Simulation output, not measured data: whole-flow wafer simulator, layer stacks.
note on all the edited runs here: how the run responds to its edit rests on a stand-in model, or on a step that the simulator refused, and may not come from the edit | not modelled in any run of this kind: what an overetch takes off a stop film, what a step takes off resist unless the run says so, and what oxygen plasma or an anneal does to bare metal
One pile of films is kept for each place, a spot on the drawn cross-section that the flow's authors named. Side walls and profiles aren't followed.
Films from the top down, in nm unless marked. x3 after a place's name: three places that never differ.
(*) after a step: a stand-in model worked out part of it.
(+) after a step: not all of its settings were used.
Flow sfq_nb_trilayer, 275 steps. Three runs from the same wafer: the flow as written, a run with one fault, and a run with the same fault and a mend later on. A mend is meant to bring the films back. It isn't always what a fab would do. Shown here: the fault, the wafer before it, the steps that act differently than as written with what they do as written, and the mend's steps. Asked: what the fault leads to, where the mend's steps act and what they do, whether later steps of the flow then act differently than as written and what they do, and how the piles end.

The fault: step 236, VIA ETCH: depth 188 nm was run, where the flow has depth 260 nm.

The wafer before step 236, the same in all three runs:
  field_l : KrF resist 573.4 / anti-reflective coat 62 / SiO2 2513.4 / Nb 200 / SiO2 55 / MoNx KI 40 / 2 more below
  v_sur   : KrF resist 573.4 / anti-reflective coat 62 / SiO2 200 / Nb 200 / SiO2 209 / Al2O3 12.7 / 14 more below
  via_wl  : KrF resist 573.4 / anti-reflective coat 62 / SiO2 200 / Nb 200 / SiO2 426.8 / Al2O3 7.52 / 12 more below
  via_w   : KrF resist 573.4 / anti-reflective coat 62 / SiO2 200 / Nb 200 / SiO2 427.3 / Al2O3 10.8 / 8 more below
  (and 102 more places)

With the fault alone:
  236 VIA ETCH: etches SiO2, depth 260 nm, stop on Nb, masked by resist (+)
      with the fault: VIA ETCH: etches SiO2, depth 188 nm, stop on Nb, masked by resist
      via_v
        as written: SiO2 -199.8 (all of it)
        with the fault: SiO2 -188
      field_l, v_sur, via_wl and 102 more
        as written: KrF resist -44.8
        with the fault: KrF resist -32.4
  Later steps of the flow that act differently than as written (4 more steps differ only slightly, by at most 2% or 0.5 nm, whichever is larger, and aren't shown):
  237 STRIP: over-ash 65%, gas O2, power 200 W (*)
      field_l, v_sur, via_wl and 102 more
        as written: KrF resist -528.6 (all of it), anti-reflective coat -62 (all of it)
        with the fault: KrF resist -541 (all of it), anti-reflective coat -62 (all of it)
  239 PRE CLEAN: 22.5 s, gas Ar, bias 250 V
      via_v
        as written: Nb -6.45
        with the fault: SiO2 -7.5
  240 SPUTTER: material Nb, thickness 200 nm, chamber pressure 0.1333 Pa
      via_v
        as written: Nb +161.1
        with the fault: Nb +163.7 (new film)
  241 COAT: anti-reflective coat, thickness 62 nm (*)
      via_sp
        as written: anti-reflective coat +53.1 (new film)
        with the fault: anti-reflective coat +52 (new film)
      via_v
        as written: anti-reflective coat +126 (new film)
        with the fault: anti-reflective coat +116.4 (new film)
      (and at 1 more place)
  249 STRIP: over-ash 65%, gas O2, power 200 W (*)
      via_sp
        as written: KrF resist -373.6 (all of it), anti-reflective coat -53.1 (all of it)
        with the fault: KrF resist -374.4 (all of it), anti-reflective coat -52 (all of it)
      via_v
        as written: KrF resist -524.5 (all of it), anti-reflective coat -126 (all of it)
        with the fault: KrF resist -520.7 (all of it), anti-reflective coat -116.4 (all of it)
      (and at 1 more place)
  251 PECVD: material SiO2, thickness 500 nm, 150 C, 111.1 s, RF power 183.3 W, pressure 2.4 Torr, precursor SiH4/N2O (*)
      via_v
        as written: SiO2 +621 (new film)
        with the fault: SiO2 +581.5 (new film)
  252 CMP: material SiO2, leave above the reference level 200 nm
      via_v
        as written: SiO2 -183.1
        with the fault: SiO2 -157.1
  At the end the piles differ from the flow's by more than 2% or 0.5 nm, whichever is larger, at via_v.
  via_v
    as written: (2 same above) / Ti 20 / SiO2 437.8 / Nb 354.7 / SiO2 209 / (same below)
    with the fault: (2 same above) / Ti 20 / SiO2 424.5 / Nb 163.7 / SiO2 4.34 / Nb 200 / SiO2 209 / (same below)

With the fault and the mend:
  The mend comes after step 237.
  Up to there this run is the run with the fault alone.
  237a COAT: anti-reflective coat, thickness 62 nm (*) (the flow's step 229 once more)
      p4_fl x3, p4_w1 x9, p4_g1 x2 and 63 more
        anti-reflective coat +62 (new film)
      field_r, lsp_l, ln_m5, lsp_m, ln_m6, lsp_r, l0_sur, l0v
        anti-reflective coat +61.8 (new film)
      be_r, r_sur, res, r_end, moat
        anti-reflective coat +61.7 (new film)
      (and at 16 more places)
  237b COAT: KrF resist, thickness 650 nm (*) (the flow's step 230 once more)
      p4_fl x3, p4_w1 x9, p4_g1 x2 and 63 more
        KrF resist +650 (new film)
      ln_m5, lsp_m, ln_m6, lsp_r, l0_sur, l0v
        KrF resist +649.6 (new film)
      moat, field_r, lsp_l
        KrF resist +649.5 (new film)
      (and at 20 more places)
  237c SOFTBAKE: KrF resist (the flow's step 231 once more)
      changes no film at any place that is followed
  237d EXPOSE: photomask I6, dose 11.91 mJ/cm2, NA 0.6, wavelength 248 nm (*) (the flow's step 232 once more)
      changes no film at any place that is followed
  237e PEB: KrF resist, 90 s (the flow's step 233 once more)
      ce_r, sp_r, be_r and 89 more
        KrF resist -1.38
      field_l, v_sur, via_wl and 8 more
        KrF resist -1.37
      via_wr, be
        KrF resist -1.36
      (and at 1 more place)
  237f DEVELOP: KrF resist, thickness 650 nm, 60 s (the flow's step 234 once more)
      field_l, v_sur, via_wl and 102 more
        KrF resist -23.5
      via_v
        KrF resist -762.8 (all of it)
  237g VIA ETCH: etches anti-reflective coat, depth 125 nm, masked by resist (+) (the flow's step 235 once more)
      field_l, v_sur, via_wl and 102 more
        KrF resist -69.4
      via_v
        anti-reflective coat -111 (all of it)
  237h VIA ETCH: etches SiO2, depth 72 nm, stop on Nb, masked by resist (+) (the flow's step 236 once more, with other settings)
      field_l, v_sur, via_wl and 102 more
        KrF resist -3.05
      via_v
        SiO2 -11.8 (all of it)
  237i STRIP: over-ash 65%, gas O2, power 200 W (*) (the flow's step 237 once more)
      p4_fl x3, p4_w1 x9, p4_g1 x2 and 63 more
        KrF resist -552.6 (all of it), anti-reflective coat -62 (all of it)
      lsp_l, ln_m5, lsp_m, ln_m6, lsp_r, l0_sur, l0v
        KrF resist -552.2 (all of it), anti-reflective coat -61.8 (all of it)
      be_r, r_sur
        KrF resist -551.9 (all of it), anti-reflective coat -61.7 (all of it)
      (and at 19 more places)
  No later step of the flow acts differently than as written at any place that is followed.
  At the end the piles are the same as the flow's at every place that both follow.
